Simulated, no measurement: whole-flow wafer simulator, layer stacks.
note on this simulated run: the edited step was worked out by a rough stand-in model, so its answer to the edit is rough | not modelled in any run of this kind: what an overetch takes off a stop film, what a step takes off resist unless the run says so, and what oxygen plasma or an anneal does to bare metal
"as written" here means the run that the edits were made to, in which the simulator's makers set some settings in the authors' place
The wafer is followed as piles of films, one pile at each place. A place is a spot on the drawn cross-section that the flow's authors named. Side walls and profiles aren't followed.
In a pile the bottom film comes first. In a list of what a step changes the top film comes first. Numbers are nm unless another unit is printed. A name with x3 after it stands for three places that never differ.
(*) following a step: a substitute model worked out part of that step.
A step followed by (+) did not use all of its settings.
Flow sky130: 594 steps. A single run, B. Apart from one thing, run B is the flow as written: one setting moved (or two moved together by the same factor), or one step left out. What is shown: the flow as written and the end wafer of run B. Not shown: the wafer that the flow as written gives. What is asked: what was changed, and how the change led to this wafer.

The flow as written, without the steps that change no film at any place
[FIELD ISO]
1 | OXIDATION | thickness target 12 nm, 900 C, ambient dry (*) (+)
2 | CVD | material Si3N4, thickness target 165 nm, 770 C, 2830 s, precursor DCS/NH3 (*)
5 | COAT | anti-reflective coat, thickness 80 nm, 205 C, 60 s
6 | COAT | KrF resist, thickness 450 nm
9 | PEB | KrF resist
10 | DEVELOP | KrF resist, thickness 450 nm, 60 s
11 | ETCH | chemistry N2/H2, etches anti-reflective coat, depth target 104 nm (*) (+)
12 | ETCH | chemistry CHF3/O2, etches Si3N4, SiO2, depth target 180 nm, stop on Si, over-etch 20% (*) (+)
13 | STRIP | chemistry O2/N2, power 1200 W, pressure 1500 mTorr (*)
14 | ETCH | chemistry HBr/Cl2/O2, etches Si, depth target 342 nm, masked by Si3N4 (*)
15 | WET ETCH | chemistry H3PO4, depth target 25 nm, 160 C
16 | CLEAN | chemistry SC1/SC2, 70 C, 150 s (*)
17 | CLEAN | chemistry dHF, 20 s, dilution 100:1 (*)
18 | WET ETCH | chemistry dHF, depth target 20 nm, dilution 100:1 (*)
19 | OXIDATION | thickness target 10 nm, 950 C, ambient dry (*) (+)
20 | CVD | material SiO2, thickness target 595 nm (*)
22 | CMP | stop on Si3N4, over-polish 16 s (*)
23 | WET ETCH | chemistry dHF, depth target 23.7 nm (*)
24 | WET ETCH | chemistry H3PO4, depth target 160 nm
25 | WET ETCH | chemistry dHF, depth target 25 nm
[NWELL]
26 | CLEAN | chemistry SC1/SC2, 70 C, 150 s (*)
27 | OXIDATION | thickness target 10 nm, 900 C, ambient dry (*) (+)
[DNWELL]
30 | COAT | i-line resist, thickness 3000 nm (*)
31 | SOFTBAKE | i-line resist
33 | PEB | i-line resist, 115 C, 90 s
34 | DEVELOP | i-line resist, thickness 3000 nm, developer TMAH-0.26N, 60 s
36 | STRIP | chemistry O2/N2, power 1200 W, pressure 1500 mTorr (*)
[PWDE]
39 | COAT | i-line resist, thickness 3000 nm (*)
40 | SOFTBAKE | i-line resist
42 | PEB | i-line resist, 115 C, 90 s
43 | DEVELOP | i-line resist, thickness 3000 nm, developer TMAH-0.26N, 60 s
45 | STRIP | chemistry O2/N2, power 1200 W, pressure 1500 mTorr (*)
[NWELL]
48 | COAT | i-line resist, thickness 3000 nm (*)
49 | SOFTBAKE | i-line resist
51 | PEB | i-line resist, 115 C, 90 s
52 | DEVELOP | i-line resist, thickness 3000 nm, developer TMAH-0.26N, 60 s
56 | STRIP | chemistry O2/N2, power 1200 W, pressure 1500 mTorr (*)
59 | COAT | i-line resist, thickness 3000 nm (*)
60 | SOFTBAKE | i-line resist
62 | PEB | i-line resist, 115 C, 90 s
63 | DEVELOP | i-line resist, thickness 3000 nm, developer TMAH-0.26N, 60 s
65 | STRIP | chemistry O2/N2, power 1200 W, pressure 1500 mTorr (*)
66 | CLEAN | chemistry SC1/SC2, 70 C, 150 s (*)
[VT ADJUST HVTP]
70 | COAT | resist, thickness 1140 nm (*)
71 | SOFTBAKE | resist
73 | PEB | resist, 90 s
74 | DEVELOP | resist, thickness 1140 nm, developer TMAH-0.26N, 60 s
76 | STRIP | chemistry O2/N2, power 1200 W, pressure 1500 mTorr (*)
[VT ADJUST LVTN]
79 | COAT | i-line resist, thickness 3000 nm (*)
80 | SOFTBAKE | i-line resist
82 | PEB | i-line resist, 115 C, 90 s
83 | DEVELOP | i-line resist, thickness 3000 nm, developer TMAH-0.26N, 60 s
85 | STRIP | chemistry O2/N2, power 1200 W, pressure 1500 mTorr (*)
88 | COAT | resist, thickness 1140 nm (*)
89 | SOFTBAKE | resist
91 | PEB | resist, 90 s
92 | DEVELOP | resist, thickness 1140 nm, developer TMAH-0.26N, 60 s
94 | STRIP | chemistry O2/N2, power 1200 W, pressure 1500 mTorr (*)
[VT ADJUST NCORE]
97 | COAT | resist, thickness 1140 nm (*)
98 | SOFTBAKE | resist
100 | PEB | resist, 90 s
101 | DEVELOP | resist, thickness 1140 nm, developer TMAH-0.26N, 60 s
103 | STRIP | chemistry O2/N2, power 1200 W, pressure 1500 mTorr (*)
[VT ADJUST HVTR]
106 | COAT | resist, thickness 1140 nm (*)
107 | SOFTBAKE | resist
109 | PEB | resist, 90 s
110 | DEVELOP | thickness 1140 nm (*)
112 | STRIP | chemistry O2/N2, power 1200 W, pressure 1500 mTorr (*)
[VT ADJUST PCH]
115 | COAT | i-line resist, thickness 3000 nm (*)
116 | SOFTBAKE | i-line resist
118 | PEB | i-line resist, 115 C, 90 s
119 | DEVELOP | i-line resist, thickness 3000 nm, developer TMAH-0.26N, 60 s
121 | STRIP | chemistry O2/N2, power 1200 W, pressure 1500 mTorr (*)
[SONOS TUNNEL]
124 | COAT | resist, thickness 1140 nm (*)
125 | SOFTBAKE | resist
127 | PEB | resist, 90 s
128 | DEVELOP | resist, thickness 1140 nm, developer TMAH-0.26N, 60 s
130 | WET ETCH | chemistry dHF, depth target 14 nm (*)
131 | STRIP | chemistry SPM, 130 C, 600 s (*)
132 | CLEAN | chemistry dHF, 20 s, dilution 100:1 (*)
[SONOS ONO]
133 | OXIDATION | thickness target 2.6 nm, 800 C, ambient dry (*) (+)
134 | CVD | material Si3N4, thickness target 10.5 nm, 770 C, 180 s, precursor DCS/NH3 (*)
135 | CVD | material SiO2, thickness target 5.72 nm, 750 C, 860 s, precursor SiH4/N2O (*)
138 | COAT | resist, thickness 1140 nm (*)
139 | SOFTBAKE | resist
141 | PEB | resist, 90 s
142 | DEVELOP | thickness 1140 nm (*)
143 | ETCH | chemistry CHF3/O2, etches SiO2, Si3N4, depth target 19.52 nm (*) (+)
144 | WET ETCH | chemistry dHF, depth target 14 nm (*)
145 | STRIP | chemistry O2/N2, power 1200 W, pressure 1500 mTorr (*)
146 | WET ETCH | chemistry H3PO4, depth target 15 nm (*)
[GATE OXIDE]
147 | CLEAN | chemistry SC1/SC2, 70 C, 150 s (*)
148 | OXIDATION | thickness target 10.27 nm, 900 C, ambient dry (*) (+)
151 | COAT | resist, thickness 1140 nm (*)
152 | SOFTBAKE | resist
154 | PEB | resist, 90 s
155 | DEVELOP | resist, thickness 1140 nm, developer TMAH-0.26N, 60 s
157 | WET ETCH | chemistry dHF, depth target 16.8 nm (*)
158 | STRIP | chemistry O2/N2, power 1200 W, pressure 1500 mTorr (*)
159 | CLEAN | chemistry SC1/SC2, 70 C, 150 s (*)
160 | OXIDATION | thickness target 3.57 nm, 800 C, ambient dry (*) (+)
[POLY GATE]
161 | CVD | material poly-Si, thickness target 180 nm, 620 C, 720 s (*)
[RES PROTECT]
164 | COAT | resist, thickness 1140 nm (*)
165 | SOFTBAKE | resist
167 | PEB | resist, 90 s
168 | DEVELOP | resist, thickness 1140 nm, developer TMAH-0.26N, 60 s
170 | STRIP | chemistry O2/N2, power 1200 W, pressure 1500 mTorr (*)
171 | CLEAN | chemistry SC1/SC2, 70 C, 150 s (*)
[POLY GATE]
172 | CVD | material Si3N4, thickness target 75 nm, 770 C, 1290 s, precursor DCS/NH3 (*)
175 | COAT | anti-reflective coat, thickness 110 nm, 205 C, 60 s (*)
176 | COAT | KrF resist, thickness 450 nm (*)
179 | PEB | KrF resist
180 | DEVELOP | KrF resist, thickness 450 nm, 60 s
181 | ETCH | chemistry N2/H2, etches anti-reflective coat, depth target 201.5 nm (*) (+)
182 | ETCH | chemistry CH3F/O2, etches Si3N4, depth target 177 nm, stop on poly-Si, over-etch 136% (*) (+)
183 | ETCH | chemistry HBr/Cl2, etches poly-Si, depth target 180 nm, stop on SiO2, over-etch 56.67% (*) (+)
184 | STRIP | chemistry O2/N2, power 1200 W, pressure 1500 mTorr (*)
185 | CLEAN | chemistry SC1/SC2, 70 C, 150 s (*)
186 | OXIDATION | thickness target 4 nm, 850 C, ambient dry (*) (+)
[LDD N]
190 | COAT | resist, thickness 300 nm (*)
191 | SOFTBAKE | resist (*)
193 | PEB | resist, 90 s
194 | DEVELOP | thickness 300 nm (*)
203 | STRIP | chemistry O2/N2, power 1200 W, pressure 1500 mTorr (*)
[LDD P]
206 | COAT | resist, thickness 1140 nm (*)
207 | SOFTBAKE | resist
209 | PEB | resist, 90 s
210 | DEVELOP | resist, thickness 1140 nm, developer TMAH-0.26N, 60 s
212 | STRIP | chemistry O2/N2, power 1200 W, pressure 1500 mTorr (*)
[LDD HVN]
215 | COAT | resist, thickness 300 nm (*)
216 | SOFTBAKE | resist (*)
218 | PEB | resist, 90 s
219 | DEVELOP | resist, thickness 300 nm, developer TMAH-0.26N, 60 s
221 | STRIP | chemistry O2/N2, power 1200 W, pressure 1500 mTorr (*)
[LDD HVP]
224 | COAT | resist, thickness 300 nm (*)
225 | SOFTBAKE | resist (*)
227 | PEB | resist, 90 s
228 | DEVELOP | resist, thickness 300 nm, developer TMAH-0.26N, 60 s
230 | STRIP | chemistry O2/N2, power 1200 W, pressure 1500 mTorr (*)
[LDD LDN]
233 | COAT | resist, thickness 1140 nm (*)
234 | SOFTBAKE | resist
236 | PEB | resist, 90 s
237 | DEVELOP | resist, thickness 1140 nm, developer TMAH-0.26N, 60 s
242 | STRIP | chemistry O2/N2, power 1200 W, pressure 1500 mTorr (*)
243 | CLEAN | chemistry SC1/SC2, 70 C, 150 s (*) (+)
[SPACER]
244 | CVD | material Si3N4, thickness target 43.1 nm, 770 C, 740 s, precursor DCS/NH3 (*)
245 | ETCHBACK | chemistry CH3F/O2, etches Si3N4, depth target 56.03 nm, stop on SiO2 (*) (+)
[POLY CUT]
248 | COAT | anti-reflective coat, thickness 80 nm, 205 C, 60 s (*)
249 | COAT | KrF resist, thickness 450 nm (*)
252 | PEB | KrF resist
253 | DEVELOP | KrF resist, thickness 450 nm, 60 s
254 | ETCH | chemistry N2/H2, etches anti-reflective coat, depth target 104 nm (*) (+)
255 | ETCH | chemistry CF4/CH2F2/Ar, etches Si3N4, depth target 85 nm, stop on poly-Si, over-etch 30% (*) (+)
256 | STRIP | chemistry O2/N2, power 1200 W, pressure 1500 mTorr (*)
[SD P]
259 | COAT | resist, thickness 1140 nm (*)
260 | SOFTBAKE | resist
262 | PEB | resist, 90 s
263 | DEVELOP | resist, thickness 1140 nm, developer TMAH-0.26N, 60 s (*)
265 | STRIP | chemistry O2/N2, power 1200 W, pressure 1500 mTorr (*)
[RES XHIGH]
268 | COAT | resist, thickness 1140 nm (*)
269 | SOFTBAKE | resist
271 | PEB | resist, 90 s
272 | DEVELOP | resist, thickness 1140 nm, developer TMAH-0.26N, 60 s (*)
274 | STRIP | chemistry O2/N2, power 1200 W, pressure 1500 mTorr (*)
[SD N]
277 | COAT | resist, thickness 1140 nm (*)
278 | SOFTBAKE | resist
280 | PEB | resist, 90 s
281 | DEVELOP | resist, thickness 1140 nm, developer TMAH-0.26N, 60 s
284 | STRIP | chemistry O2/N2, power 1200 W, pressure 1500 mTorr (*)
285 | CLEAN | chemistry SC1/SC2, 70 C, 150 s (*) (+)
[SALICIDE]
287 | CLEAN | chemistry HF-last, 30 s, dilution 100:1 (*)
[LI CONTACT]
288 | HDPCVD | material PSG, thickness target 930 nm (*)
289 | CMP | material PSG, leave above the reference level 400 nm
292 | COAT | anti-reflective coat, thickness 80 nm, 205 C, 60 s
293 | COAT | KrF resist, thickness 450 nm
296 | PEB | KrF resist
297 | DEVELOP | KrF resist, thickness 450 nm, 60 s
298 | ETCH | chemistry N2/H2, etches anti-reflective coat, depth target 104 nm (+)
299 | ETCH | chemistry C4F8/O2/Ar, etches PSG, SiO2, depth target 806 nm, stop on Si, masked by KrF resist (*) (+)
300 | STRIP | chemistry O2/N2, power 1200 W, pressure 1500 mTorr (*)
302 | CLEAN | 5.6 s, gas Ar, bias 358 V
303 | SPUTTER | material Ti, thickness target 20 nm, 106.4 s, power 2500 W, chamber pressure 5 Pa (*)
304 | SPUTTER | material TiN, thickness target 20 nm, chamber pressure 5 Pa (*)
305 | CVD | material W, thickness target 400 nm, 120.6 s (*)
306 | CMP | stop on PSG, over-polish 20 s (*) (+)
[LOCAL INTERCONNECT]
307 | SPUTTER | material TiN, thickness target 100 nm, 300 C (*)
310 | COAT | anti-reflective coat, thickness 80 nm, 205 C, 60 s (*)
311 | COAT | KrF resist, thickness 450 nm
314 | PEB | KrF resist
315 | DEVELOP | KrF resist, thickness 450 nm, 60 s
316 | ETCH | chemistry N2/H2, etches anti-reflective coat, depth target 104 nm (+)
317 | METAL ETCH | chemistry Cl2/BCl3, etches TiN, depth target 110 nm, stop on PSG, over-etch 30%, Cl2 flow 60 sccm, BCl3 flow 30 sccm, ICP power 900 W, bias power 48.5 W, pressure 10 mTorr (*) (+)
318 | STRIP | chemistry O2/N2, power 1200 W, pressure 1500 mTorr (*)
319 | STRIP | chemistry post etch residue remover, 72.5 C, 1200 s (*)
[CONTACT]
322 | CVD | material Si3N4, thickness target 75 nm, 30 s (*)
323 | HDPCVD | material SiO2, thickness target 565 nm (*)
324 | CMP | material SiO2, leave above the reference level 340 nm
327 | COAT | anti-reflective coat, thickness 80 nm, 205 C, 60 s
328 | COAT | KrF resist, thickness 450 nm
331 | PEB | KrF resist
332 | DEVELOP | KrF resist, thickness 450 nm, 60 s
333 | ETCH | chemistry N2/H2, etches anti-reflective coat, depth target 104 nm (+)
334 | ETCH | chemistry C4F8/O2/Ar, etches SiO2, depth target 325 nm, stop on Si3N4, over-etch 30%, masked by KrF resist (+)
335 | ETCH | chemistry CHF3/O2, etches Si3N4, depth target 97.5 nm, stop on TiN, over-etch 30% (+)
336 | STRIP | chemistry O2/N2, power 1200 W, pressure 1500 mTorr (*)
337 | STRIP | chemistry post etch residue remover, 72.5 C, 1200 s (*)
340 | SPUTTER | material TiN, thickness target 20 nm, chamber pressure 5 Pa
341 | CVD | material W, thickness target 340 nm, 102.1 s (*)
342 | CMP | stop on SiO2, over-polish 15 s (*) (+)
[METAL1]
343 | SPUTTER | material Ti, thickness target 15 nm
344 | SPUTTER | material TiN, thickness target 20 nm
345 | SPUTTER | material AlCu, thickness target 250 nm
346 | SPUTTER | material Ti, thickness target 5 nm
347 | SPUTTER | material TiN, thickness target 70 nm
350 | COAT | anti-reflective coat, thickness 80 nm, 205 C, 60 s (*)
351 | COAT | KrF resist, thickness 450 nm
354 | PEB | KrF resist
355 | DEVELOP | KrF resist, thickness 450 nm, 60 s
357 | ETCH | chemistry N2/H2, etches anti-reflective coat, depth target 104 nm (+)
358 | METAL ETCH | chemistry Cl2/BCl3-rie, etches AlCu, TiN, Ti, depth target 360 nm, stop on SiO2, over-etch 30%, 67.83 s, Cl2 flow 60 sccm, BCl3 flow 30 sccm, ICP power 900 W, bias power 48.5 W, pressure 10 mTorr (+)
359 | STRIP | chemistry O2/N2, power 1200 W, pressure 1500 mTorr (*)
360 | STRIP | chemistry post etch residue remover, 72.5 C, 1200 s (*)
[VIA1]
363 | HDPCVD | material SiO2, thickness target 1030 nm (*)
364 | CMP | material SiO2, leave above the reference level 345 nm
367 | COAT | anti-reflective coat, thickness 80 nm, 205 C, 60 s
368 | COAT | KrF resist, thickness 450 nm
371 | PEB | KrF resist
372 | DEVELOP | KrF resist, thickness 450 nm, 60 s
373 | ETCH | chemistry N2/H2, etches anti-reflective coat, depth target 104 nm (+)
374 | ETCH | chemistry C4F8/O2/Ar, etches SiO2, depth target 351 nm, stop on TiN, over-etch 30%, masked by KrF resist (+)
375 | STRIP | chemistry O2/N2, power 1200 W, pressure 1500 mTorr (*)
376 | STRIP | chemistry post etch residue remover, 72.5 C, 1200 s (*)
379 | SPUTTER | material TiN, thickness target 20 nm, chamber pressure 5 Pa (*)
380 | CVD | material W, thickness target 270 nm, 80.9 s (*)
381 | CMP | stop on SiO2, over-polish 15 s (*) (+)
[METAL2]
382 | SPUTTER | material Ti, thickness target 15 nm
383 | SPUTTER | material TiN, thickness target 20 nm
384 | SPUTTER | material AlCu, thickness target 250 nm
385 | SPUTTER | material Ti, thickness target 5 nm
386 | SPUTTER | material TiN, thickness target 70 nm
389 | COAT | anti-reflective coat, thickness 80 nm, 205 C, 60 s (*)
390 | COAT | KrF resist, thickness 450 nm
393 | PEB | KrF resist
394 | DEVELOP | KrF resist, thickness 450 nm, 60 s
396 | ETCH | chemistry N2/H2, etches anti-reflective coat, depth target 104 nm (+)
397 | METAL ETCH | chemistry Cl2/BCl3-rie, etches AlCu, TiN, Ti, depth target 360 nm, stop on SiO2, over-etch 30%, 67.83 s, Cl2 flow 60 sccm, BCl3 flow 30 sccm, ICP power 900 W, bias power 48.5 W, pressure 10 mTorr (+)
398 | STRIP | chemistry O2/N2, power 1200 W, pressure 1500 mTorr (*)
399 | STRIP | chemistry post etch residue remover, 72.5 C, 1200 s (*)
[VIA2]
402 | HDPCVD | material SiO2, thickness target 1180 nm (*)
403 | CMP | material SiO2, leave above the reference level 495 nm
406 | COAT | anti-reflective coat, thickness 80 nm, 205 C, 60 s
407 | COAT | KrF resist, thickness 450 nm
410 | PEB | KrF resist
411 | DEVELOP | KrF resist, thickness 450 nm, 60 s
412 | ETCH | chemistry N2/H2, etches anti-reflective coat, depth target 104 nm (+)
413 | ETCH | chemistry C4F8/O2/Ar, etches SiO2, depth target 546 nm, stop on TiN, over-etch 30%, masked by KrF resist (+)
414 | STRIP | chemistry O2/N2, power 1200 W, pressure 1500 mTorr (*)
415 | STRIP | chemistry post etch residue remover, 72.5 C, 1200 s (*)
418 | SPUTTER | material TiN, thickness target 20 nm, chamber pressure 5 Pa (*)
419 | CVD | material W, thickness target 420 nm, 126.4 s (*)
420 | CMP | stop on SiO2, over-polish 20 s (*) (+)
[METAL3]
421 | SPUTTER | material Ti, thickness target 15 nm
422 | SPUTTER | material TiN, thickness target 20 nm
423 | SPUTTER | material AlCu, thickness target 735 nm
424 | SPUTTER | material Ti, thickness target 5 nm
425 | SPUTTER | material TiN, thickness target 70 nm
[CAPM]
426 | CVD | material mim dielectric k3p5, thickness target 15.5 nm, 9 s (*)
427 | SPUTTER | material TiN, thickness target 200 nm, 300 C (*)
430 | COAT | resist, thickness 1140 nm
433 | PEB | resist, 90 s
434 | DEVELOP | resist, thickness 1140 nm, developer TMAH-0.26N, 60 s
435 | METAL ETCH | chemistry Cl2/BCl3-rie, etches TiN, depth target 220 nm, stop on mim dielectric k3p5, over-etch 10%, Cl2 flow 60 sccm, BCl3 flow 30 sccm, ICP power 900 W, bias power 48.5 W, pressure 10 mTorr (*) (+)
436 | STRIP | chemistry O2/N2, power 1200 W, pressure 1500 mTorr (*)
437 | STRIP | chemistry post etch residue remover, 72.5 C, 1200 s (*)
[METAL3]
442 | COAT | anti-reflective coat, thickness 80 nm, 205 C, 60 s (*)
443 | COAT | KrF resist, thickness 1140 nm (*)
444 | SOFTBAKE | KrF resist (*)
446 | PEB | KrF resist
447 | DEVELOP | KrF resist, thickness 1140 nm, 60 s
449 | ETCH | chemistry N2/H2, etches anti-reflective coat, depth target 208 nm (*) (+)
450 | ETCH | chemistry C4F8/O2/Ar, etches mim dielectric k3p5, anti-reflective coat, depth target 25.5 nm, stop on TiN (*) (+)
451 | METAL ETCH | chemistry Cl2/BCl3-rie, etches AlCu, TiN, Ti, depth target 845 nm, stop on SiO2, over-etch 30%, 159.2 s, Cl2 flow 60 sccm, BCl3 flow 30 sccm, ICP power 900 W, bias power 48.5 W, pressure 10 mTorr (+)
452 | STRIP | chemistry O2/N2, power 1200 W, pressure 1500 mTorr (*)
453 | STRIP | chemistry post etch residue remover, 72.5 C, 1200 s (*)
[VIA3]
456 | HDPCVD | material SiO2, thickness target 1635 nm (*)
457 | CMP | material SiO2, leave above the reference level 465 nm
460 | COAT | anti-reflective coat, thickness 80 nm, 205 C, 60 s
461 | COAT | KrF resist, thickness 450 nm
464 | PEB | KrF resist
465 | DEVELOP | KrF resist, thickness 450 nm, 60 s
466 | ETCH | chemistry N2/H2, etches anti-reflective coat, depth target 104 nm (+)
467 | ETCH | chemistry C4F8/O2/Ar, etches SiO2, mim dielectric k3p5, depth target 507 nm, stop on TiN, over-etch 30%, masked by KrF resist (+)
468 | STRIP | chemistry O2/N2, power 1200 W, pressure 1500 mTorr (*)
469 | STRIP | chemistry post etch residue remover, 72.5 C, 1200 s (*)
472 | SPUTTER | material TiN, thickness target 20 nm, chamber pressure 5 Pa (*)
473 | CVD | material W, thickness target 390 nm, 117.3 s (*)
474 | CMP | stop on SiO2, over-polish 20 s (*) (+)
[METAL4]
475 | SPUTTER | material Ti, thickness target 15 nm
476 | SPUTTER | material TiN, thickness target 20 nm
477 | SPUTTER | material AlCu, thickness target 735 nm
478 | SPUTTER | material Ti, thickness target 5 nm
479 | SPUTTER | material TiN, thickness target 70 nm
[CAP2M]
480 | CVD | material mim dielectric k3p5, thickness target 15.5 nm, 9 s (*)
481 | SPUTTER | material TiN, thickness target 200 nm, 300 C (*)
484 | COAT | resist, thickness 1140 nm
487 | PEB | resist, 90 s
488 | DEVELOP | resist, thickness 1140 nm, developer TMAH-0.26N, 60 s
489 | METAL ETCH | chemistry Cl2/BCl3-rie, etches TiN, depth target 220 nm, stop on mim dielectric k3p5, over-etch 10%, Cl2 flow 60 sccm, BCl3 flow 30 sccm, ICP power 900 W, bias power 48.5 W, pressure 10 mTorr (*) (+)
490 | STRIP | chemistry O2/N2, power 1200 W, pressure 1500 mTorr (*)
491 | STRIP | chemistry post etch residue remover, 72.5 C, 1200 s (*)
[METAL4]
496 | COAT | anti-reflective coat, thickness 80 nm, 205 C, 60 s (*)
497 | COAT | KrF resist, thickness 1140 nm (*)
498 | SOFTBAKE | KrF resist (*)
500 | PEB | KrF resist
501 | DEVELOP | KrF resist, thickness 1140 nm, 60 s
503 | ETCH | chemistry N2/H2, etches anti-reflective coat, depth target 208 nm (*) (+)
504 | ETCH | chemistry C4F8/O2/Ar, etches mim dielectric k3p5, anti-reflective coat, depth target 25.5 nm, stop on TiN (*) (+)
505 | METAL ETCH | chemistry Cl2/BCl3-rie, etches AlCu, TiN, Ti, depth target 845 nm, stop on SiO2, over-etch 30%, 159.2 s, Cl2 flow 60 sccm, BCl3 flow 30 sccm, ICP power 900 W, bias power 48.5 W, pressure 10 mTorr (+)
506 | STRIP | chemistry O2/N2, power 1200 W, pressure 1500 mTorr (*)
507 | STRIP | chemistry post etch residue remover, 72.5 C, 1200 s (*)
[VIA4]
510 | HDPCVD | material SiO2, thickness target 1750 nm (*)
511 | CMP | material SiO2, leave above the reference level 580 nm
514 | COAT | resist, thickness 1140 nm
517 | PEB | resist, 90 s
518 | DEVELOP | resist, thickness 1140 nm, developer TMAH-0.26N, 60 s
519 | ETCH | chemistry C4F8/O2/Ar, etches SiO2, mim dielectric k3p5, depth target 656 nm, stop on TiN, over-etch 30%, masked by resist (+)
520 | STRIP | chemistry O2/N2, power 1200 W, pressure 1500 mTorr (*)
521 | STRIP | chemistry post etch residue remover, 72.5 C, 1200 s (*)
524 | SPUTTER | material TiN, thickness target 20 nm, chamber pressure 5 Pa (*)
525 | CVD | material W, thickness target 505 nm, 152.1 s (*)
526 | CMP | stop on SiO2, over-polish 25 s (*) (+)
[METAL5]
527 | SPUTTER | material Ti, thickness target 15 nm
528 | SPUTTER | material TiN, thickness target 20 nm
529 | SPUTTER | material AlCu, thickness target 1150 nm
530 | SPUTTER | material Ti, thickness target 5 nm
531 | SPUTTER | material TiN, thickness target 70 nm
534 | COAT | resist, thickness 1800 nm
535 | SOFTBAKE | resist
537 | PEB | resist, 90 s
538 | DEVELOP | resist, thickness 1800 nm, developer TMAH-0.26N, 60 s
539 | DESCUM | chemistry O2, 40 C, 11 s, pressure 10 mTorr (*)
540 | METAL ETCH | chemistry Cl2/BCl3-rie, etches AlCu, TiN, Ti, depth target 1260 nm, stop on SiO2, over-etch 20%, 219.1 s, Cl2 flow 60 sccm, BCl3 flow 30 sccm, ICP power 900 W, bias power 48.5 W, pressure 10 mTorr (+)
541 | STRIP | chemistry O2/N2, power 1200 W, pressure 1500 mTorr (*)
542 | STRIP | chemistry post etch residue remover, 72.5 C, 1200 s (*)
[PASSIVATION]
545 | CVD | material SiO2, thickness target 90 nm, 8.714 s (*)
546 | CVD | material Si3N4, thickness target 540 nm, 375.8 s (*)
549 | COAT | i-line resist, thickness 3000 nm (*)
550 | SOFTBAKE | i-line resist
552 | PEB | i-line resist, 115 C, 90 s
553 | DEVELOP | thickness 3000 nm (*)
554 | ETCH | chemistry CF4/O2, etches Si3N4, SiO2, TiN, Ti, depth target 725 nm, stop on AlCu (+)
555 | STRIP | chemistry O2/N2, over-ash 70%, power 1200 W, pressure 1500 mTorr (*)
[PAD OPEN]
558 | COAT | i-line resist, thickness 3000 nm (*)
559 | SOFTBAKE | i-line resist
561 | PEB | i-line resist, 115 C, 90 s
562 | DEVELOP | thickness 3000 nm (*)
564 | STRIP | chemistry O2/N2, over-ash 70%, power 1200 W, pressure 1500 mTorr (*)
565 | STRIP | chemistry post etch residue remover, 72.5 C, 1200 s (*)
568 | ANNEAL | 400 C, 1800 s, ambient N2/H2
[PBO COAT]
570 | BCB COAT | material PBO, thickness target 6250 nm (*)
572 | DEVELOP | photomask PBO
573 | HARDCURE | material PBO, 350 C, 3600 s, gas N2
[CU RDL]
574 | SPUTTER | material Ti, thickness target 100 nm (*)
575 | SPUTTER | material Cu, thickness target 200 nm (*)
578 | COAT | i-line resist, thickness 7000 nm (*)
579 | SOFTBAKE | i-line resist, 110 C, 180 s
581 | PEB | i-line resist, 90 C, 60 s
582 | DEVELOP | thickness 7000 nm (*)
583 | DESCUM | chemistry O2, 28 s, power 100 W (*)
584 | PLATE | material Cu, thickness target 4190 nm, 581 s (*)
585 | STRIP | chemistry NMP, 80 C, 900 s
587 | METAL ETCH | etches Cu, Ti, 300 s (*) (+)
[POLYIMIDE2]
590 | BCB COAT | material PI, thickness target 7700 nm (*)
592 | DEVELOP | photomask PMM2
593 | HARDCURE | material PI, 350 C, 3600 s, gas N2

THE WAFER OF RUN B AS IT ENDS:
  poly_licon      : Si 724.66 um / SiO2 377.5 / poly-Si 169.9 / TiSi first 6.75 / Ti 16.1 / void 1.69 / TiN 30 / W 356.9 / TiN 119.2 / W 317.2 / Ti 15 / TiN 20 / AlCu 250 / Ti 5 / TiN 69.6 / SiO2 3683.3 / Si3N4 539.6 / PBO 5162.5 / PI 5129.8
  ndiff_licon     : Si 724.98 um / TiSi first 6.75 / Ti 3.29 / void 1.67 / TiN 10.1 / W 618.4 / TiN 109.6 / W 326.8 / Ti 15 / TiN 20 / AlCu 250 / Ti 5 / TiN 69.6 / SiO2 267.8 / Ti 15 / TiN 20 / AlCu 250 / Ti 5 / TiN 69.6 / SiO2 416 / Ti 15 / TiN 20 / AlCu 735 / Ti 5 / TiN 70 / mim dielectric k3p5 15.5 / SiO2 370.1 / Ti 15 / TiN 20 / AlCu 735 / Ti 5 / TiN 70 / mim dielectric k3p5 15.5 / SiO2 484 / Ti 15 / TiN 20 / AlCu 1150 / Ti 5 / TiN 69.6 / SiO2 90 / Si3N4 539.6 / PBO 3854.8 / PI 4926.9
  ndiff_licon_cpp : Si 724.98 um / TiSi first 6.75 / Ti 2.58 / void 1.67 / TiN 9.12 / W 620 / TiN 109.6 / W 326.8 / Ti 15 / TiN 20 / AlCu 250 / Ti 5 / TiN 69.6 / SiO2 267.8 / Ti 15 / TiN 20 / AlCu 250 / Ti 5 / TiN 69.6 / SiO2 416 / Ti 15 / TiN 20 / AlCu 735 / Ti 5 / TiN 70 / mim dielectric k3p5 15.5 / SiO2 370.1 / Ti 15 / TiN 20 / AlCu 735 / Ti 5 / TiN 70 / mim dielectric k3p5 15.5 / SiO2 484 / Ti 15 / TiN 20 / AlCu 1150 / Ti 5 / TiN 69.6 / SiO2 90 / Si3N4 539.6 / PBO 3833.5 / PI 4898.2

What caused this: step 304, SPUTTER: thickness target 30 nm was run, whereas the flow has thickness target 20 nm.
The wafer itself shows it: poly_licon has TiN 30, and step 304 as written asks for 20 nm.

How this came from the change, step by step:
  304 | SPUTTER | material TiN, thickness target 20 nm, chamber pressure 5 Pa (*)
      field, active, n_well and 185 more: TiN gains 30 (new film) (it would be, as written: TiN gains 20 (new film))
      ndiff_licon: TiN gains 10.1 (new film) (it would be, as written: TiN gains 6.83 (new film))
      (and at 2 other places as well)
  306 | CMP | stop on PSG, over-polish 20 s (*) (+)
      field, active, n_well and 184 more: W loses 400 (all of it), TiN loses 30 (all of it), Ti loses 20 (all of it), PSG loses 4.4 (it would be, as written: W loses 400 (all of it), TiN loses 20 (all of it), Ti loses 20 (all of it), PSG loses 4.4)
      ndiff_licon, ndiff_licon_cpp, rpo_hd_licon: W loses 454.9 (it would be, as written: W loses 444.9)
      (and at 1 other place as well)
